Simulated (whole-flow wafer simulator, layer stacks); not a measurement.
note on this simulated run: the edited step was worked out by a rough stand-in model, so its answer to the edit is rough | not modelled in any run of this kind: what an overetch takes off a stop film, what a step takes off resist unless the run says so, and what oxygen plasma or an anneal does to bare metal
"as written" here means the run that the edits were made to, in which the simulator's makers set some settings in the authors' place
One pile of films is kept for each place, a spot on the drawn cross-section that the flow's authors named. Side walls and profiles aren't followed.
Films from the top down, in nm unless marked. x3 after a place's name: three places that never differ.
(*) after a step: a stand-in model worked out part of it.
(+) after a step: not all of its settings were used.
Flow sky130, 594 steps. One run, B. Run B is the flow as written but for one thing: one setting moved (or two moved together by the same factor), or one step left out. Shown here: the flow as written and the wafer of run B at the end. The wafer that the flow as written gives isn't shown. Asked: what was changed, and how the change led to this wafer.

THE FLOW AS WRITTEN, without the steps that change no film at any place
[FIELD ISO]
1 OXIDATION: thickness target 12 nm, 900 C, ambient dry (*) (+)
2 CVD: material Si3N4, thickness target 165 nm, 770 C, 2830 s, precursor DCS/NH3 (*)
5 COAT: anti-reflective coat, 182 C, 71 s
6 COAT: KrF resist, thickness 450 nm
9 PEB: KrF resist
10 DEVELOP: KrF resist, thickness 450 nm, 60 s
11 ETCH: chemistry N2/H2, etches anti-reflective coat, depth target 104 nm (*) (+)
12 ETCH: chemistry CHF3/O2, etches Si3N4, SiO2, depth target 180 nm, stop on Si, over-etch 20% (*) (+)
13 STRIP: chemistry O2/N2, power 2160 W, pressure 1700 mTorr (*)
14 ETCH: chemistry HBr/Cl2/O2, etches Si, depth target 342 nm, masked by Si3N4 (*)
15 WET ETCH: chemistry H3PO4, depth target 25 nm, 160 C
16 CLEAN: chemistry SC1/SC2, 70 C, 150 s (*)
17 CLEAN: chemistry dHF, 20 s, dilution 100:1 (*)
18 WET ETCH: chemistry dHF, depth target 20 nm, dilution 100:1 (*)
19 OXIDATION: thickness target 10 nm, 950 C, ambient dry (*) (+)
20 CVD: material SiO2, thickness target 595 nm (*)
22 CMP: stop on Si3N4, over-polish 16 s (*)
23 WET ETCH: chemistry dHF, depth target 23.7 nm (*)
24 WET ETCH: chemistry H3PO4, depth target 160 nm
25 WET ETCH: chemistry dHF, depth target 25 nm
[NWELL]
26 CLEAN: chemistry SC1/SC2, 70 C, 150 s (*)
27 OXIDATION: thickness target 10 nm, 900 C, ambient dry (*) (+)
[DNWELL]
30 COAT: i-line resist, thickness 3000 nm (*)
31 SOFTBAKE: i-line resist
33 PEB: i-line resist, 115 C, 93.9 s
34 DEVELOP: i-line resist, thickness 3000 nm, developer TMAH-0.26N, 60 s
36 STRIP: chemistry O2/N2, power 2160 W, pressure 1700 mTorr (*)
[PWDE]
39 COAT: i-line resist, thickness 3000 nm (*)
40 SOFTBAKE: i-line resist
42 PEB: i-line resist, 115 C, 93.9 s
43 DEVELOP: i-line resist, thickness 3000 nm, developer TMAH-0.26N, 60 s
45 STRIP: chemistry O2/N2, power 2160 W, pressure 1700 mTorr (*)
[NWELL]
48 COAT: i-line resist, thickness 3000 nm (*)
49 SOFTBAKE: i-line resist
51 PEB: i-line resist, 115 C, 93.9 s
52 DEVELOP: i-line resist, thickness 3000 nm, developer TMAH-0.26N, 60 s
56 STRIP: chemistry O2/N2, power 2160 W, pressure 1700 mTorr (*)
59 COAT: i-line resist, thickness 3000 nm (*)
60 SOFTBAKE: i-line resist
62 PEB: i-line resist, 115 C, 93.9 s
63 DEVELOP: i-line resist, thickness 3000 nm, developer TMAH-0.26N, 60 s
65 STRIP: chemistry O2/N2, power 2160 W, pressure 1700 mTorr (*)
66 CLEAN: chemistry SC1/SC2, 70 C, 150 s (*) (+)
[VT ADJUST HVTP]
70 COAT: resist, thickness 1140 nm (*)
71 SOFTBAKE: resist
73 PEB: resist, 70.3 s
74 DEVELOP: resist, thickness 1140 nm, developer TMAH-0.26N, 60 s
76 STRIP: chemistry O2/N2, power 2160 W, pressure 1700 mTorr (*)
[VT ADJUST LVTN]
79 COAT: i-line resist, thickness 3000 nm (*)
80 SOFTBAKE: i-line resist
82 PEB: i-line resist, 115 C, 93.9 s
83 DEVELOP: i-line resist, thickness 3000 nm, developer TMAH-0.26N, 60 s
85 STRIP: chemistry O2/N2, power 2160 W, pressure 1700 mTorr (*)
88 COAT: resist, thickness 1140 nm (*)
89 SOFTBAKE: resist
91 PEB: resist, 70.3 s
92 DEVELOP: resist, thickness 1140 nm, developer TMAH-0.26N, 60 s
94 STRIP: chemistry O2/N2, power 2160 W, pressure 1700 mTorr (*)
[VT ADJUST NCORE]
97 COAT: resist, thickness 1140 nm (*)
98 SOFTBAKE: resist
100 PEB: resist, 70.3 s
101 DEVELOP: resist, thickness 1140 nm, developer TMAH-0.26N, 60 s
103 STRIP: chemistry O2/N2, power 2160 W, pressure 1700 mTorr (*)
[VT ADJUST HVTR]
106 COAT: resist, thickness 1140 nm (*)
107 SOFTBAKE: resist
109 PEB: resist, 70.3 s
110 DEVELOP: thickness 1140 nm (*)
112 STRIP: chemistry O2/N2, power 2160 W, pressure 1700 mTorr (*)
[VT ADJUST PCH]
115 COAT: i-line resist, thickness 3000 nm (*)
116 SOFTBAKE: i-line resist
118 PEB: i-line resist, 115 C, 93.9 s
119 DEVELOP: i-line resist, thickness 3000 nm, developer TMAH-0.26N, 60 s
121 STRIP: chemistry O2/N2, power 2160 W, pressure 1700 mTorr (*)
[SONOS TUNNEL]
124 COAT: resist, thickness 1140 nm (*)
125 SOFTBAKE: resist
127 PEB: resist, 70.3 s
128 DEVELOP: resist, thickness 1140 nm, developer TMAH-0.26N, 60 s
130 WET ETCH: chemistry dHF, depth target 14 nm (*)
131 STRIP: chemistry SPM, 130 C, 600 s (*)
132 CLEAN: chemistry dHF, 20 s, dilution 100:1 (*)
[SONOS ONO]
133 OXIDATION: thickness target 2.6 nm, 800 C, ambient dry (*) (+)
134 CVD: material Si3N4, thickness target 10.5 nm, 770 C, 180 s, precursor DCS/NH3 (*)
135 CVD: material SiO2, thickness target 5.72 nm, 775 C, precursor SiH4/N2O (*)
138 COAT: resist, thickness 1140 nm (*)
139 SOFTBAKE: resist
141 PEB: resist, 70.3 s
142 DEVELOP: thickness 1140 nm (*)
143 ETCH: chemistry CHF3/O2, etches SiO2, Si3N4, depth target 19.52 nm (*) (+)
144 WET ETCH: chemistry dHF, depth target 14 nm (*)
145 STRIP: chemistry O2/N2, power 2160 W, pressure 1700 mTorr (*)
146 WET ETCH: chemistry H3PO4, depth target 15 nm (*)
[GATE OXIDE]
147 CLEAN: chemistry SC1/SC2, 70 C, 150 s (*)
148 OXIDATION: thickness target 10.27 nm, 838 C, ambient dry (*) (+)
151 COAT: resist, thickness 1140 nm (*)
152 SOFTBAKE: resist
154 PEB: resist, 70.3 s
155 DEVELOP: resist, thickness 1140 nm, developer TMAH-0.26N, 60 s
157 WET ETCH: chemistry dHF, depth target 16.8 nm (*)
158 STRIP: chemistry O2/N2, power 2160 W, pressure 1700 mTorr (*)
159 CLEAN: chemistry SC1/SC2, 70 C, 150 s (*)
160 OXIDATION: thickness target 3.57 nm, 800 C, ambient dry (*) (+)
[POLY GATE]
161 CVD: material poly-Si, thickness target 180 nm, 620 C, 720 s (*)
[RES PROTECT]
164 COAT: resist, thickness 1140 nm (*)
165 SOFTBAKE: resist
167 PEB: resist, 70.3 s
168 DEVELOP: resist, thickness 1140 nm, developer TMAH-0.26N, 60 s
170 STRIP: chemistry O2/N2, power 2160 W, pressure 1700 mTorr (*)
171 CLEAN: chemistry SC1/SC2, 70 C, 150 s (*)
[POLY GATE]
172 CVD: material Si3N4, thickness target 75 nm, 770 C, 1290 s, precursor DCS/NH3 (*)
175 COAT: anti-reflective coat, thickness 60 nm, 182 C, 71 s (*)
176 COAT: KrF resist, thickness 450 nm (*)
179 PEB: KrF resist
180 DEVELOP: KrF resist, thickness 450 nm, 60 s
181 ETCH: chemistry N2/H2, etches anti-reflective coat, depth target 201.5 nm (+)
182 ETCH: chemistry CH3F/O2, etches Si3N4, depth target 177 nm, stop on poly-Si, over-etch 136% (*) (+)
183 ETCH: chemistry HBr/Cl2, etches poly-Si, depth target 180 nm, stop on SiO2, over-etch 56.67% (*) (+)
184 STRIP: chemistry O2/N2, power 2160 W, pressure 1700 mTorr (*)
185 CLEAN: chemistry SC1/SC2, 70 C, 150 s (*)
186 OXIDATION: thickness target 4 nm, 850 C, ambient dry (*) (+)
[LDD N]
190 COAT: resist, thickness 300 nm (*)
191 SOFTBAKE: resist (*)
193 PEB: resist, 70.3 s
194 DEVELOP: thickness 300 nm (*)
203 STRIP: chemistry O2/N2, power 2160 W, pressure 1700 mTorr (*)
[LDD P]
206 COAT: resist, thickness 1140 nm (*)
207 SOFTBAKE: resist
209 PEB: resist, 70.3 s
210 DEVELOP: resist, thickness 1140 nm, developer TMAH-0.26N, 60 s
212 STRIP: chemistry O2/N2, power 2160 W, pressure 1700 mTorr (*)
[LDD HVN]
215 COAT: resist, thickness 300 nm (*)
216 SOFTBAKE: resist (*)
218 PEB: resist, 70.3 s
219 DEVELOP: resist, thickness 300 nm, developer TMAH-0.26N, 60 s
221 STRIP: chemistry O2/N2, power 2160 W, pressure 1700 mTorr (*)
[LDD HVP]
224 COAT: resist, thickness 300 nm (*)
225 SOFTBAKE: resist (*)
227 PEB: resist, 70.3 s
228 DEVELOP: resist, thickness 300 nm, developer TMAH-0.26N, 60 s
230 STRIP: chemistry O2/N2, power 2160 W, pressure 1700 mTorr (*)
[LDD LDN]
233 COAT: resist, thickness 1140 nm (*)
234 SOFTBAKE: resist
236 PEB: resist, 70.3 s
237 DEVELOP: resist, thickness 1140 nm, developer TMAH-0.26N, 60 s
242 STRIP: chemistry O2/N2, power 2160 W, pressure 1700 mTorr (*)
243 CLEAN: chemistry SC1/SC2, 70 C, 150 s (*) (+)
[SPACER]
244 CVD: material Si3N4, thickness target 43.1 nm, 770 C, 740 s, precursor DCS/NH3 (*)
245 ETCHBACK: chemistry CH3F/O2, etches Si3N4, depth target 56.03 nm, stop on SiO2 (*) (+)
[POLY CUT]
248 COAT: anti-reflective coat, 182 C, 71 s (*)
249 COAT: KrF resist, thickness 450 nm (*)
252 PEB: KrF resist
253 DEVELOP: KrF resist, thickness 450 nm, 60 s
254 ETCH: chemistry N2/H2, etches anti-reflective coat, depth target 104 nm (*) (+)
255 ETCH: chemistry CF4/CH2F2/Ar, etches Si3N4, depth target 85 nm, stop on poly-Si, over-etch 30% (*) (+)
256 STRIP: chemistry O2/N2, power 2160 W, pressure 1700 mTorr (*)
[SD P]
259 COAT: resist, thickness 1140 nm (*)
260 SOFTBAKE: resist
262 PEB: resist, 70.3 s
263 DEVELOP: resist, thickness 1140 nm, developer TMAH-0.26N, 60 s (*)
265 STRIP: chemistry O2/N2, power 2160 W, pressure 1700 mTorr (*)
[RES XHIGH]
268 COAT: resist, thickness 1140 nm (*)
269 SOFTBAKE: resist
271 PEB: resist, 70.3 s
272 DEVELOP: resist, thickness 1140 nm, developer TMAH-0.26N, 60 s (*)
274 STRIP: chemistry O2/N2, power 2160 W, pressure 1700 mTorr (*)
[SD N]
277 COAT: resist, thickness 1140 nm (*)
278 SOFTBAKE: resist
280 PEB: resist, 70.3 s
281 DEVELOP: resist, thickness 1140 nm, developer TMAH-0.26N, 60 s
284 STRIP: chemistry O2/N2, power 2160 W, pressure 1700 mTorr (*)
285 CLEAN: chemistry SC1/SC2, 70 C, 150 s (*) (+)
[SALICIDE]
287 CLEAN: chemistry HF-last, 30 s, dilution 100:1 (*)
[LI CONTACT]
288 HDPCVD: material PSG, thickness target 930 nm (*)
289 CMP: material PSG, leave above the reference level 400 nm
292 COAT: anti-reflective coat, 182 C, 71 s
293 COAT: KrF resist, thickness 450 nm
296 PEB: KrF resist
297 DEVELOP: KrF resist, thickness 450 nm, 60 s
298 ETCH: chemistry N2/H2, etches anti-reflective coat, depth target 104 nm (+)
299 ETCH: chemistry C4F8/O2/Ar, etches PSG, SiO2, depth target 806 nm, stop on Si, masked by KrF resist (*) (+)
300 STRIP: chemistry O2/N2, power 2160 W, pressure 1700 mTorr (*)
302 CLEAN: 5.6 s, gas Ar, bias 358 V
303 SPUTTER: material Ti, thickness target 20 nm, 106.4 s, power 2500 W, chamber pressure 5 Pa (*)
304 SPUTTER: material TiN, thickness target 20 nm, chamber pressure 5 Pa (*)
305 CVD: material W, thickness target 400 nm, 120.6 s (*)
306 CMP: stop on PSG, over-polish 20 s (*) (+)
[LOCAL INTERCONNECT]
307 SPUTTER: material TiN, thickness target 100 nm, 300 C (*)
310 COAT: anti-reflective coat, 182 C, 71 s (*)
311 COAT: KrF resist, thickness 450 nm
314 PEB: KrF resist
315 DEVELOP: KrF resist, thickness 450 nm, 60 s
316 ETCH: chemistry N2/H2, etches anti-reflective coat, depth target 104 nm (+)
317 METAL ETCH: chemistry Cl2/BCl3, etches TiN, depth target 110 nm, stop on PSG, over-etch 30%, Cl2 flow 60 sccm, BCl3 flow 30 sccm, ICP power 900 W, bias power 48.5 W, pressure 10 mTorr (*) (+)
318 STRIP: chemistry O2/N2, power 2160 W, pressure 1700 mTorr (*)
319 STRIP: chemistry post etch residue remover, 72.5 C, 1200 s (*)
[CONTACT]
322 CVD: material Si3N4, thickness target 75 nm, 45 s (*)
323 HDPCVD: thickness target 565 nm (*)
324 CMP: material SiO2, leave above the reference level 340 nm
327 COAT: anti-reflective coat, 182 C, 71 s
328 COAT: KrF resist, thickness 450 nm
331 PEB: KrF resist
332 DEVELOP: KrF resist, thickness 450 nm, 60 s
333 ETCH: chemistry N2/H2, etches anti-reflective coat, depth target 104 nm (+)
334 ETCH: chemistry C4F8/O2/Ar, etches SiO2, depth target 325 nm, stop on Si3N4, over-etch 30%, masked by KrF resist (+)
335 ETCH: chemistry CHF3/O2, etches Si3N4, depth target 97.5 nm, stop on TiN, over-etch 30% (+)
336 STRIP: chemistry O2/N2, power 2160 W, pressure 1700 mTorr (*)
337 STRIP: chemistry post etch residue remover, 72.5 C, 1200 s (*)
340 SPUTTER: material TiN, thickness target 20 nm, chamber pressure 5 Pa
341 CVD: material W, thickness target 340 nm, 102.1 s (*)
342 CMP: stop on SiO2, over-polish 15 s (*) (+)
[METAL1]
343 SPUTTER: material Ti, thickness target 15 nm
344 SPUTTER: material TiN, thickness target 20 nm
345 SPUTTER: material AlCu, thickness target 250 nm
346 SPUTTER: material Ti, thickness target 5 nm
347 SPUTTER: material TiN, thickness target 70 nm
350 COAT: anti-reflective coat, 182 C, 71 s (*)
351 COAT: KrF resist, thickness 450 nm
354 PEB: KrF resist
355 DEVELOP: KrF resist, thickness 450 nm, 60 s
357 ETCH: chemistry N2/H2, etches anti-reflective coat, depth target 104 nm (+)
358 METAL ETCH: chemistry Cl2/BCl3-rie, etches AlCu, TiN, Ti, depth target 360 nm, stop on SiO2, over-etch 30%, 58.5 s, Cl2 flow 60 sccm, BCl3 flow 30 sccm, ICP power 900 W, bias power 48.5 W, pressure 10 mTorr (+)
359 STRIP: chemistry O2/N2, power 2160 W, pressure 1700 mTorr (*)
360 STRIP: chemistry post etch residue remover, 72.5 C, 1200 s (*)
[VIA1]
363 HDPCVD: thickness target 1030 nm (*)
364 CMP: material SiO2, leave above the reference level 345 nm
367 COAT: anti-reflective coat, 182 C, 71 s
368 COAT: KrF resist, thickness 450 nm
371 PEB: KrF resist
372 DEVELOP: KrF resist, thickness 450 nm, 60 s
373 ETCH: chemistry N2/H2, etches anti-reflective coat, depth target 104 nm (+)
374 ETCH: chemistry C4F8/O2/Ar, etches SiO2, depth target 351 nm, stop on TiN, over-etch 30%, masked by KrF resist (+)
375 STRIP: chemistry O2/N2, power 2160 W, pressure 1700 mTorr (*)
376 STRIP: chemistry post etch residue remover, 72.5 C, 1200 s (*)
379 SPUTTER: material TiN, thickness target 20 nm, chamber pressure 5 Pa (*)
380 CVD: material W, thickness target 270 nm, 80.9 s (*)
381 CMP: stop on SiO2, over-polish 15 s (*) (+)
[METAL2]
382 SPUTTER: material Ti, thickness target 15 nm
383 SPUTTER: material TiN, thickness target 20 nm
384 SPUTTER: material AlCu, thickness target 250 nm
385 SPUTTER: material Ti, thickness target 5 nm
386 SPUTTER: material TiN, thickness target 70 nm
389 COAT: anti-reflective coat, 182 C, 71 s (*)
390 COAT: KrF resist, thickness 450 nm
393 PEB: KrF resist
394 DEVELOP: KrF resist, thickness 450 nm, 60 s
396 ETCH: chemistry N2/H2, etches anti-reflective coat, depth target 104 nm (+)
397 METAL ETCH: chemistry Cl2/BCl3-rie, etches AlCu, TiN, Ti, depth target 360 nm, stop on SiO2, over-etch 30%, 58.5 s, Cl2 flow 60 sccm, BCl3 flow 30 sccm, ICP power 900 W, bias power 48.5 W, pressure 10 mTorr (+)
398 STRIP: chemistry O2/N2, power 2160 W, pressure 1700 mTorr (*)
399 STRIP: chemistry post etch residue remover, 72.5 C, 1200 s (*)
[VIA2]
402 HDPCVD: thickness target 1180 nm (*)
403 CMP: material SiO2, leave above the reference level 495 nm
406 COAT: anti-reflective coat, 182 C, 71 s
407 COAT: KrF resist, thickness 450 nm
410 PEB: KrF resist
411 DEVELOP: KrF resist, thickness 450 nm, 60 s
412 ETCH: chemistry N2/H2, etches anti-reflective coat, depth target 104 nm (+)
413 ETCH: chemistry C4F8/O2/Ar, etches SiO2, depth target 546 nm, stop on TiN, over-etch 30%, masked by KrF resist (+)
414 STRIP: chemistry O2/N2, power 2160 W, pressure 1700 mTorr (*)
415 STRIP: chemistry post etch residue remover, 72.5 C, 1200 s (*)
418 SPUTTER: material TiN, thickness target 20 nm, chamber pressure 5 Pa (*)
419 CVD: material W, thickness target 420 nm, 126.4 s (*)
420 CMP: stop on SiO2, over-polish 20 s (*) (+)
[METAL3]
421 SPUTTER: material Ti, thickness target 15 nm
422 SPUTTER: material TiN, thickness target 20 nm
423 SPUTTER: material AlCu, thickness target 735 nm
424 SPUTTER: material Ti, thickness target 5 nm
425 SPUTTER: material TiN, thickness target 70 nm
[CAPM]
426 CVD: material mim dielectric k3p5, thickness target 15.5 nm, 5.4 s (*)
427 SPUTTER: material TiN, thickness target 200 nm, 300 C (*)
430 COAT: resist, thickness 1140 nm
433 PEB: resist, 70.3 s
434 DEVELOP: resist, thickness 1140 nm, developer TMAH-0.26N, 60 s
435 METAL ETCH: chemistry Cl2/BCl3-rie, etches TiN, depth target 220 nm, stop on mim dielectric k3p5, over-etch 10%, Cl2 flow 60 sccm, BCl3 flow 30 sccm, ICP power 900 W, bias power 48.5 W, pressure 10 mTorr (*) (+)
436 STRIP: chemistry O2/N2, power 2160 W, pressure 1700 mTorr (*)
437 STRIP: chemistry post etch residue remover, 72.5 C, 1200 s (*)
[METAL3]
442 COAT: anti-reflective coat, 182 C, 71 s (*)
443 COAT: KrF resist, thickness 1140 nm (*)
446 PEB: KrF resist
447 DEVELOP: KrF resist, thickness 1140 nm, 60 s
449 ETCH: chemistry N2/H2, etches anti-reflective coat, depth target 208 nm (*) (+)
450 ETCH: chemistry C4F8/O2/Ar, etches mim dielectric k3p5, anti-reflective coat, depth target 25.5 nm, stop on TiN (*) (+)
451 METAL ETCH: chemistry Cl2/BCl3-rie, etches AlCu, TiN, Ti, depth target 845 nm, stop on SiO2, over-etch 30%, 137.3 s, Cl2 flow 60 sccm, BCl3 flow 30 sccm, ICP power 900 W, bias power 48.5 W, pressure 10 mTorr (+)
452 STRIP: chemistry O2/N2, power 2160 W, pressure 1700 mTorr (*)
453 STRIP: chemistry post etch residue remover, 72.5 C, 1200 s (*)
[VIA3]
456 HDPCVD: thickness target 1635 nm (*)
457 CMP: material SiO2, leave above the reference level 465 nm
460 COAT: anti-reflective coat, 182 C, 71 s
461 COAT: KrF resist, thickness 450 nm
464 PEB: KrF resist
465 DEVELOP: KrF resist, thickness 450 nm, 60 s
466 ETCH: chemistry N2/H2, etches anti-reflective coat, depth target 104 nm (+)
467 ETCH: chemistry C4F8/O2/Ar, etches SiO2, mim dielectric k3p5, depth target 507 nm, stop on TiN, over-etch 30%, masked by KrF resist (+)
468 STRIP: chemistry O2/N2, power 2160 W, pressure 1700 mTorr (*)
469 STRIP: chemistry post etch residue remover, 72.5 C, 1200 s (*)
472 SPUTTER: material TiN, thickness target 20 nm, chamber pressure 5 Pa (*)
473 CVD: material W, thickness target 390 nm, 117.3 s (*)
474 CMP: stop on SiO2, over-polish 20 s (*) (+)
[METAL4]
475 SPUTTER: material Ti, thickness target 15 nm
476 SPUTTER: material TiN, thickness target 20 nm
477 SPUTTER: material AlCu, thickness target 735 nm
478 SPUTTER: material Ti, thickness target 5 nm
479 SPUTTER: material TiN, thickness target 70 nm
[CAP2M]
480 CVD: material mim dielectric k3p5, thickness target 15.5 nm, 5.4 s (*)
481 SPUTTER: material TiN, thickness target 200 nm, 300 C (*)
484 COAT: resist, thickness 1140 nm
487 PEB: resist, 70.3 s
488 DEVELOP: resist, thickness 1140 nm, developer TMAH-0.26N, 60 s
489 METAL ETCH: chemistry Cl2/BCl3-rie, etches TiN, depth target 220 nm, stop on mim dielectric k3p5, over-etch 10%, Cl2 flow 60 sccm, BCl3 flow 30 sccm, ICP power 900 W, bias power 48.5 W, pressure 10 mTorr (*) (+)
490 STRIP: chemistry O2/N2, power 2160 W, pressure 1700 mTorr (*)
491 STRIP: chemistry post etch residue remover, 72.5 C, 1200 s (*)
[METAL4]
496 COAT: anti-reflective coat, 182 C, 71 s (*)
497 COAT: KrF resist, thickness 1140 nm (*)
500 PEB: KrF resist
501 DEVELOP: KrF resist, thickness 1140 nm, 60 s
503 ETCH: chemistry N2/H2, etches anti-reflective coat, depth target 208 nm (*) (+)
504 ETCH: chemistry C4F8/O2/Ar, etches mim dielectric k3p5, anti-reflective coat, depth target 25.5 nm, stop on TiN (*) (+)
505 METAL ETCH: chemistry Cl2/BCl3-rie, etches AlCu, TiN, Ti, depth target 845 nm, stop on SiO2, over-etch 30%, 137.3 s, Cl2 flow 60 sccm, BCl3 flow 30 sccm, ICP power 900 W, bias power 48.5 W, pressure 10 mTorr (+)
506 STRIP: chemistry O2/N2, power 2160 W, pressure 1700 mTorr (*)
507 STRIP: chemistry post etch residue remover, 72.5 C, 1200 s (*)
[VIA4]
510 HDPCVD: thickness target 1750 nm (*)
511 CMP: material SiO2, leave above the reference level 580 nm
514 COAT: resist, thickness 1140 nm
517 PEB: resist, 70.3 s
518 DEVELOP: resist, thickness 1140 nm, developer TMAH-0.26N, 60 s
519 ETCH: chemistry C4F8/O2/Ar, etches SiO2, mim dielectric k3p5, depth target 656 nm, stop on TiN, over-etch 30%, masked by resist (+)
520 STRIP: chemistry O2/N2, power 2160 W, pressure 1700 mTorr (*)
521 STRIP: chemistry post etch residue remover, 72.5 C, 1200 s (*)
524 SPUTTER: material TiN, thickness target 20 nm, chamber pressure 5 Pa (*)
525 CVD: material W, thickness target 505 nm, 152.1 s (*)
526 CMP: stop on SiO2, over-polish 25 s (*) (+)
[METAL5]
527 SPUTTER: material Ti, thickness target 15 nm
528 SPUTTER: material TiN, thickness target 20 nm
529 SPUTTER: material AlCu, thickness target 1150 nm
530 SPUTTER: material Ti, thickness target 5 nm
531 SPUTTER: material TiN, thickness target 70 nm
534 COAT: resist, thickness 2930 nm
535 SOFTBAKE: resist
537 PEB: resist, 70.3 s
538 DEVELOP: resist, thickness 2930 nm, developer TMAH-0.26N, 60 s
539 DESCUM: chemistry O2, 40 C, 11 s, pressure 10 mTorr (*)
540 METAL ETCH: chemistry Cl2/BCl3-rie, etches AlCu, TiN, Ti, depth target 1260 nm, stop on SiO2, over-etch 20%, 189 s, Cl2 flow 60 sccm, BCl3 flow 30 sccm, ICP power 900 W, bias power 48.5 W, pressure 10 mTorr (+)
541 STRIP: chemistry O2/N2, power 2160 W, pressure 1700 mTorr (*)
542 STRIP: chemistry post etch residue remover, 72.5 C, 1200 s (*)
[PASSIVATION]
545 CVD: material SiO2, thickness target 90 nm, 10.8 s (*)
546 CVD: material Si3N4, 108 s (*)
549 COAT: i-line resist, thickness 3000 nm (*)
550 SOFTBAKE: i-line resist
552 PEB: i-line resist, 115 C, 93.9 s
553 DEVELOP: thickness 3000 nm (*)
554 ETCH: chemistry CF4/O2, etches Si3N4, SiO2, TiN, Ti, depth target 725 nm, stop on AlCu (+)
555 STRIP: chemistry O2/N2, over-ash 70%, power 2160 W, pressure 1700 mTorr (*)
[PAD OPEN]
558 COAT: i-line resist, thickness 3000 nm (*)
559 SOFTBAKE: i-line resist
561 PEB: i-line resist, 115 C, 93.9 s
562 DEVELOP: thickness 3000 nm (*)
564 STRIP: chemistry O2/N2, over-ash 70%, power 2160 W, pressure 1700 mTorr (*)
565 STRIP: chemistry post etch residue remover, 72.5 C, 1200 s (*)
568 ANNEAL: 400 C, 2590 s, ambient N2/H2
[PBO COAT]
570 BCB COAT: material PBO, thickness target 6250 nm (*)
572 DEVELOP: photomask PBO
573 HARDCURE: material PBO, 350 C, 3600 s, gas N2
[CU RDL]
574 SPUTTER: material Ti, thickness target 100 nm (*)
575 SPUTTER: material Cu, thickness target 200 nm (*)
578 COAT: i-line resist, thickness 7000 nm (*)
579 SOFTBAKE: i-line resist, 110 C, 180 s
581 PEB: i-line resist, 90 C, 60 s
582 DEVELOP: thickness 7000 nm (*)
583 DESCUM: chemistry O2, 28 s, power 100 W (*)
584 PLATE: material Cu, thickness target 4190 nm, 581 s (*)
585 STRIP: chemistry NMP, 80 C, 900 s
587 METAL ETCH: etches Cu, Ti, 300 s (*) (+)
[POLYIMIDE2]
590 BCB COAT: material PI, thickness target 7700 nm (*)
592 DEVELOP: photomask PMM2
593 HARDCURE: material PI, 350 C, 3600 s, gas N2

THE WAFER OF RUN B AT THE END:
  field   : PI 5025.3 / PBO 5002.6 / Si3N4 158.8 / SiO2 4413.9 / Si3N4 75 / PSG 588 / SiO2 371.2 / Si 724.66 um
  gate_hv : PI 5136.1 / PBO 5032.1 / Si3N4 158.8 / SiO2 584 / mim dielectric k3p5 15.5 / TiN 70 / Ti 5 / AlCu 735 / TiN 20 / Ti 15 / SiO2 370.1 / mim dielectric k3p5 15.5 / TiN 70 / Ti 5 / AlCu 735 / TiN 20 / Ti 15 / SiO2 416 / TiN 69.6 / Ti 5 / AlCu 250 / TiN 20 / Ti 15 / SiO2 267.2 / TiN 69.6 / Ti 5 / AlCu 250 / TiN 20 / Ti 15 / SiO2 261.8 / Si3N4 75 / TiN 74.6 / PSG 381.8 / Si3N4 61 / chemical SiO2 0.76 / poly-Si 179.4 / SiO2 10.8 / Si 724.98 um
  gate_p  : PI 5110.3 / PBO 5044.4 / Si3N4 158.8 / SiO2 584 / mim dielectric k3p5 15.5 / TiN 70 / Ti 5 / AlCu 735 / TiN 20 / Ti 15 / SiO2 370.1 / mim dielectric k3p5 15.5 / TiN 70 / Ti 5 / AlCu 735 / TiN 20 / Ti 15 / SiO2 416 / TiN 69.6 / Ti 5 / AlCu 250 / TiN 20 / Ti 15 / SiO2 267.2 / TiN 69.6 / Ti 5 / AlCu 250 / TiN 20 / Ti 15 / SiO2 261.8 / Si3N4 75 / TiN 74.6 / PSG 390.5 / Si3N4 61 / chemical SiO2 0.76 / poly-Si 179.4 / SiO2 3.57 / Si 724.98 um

The cause: step 307, SPUTTER: thickness target 75 nm was run, where the flow has thickness target 100 nm.

How the change led to this, step by step:
  307 SPUTTER: material TiN, thickness target 100 nm, 300 C (*)
      field, active, n_well and 188 more: TiN +75 (new film) (as written it would be: TiN +100 (new film))
  317 METAL ETCH: chemistry Cl2/BCl3, etches TiN, depth target 110 nm, stop on PSG, over-etch 30%, Cl2 flow 60 sccm, BCl3 flow 30 sccm, ICP power 900 W, bias power 48.5 W, pressure 10 mTorr (*) (+)
      n_well, p_well, gate_hv and 97 more: KrF resist -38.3 (as written it would be: KrF resist -44)
      field, active, gate and 88 more: TiN -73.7 (all of it) (as written it would be: TiN -98.7 (all of it))
  324 CMP: material SiO2, leave above the reference level 340 nm
      field, active, gate and 88 more: SiO2 -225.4 (as written it would be: SiO2 -200.4)
